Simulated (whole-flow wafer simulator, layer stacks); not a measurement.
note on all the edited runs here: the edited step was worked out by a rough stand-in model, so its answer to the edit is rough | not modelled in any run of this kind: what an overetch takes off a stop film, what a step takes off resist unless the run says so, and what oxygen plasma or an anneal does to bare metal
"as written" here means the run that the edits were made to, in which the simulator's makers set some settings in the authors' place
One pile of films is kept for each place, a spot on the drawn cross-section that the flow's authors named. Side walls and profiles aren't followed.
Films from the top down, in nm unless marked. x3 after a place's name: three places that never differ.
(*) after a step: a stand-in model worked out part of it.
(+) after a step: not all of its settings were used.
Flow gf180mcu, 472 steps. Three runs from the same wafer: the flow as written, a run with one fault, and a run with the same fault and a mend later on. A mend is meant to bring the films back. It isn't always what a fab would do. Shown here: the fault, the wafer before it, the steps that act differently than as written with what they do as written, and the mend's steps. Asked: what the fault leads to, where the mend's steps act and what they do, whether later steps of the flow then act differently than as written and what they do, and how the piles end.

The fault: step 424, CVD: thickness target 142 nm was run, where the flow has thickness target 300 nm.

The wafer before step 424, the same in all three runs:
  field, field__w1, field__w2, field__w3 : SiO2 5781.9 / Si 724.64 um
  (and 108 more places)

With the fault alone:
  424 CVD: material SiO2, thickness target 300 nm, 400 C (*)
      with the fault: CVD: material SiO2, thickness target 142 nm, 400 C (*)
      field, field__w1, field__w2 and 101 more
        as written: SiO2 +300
        with the fault: SiO2 +142
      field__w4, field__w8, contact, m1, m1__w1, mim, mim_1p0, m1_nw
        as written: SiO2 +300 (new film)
        with the fault: SiO2 +142 (new film)
  Later steps of the flow that act differently than as written:
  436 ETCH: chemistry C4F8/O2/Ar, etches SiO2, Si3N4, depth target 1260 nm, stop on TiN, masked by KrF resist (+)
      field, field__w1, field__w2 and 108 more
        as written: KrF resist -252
        with the fault: KrF resist -214
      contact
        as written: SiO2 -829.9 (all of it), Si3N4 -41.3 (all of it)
        with the fault: SiO2 -671.9 (all of it), Si3N4 -41.3 (all of it)
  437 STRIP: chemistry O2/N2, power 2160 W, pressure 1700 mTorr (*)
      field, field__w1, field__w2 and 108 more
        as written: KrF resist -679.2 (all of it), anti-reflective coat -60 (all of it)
        with the fault: KrF resist -717.2 (all of it), anti-reflective coat -60 (all of it)
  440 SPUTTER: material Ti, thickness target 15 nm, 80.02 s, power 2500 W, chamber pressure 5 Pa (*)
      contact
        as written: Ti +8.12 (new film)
        with the fault: Ti +8.89 (new film)
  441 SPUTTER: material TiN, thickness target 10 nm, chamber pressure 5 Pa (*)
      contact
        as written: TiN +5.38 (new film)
        with the fault: TiN +5.9 (new film)
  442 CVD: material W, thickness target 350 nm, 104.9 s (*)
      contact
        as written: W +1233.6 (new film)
        with the fault: W +1074.3 (new film)
  At the end the piles differ from the flow's by more than 2% or 0.5 nm, whichever is larger, at field__w4, field__w8, active and 60 more.
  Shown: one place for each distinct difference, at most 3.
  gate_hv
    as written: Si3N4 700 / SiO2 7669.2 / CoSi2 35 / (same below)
    with the fault: Si3N4 700 / SiO2 7511.2 / CoSi2 35 / (same below)
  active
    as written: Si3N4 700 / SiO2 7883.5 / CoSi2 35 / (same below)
    with the fault: Si3N4 700 / SiO2 7725.5 / CoSi2 35 / (same below)
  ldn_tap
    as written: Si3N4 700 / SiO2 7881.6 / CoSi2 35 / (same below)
    with the fault: Si3N4 700 / SiO2 7723.6 / CoSi2 35 / (same below)

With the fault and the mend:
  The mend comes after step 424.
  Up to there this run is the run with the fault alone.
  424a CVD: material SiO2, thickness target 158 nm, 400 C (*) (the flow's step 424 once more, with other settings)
      field, field__w1, field__w2 and 109 more
        SiO2 +158
  No later step of the flow acts differently than as written at any place that is followed.
  At the end the piles are the same as the flow's at every place that both follow.
